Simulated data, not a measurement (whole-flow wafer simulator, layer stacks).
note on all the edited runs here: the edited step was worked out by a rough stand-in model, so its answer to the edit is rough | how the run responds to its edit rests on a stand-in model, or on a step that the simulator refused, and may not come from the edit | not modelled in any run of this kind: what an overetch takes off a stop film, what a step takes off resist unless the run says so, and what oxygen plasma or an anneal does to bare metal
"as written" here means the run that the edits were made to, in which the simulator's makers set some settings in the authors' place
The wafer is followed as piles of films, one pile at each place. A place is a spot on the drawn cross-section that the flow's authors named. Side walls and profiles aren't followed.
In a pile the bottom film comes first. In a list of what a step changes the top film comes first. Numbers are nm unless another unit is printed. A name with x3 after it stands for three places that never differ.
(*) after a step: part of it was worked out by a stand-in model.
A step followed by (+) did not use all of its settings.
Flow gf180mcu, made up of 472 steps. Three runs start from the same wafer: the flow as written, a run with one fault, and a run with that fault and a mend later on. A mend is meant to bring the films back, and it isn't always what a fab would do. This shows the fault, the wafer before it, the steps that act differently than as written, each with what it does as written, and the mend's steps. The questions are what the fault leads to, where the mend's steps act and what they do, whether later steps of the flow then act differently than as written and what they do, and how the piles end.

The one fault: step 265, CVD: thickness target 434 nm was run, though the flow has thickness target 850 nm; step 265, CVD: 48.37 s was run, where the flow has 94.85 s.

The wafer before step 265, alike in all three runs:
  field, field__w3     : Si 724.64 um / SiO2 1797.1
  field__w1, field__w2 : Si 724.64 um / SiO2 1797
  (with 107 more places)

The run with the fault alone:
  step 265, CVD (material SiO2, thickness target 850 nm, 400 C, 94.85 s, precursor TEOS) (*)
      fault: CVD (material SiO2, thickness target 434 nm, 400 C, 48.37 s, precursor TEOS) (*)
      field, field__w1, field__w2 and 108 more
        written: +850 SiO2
        fault: +442.4 SiO2
  Later steps of the flow acting differently than as written (2 more steps, not shown, differ only slightly: by at most 2% or 0.5 nm, whichever is larger):
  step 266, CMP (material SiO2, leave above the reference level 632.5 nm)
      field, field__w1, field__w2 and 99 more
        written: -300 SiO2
        fault: nothing
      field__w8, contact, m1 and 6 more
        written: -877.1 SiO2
        fault: -469.5 SiO2
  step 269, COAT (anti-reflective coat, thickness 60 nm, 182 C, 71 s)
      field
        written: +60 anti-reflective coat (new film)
        fault: +103.2 anti-reflective coat (new film)
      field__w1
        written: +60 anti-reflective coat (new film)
        fault: +85.1 anti-reflective coat (new film)
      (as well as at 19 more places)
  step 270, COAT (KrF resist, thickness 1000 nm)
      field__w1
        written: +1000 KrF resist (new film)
        fault: +979.2 KrF resist (new film)
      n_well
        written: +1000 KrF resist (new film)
        fault: +972.5 KrF resist (new film)
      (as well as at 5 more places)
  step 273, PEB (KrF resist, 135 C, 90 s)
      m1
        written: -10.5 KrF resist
        fault: -9.63 KrF resist
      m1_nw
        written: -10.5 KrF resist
        fault: -9.66 KrF resist
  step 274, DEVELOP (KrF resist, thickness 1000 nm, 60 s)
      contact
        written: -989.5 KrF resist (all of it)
        fault: -941.4 KrF resist (all of it)
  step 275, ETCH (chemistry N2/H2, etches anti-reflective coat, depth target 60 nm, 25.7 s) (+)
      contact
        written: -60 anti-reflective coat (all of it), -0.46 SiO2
        fault: -22.8 anti-reflective coat (all of it), -1.42 SiO2
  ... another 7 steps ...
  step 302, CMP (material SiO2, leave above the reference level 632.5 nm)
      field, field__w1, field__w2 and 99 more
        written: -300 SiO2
        fault: -287.7 SiO2
  The piles end different from the flow's at field, field__w1, field__w2 and 105 more by more than 2% or 0.5 nm, whichever is larger.
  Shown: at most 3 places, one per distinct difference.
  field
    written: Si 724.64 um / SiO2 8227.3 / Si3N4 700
    fault: Si 724.64 um / SiO2 2239.4 / Ti 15 / TiN 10 / W 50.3 / SiO2 5896.3 / Si3N4 700
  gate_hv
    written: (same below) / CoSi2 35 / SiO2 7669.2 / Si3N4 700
    fault: (same below) / CoSi2 35 / SiO2 1681.3 / Ti 15 / TiN 10 / W 50.3 / SiO2 5896.3 / Si3N4 700
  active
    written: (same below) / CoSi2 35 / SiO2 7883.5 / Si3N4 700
    fault: (same below) / CoSi2 35 / SiO2 1895.7 / Ti 15 / TiN 10 / W 50.3 / SiO2 5896.3 / Si3N4 700

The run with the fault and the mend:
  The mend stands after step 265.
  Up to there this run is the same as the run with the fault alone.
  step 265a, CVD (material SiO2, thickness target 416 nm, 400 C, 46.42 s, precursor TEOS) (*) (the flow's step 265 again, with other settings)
      field, field__w1, field__w2 and 108 more
        +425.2 SiO2
  Later steps of the flow acting differently than as written:
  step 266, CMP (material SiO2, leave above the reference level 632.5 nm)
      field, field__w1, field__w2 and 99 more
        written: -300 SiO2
        mend: -317.6 SiO2
  By the end, the piles equal the flow's at every place that both follow.
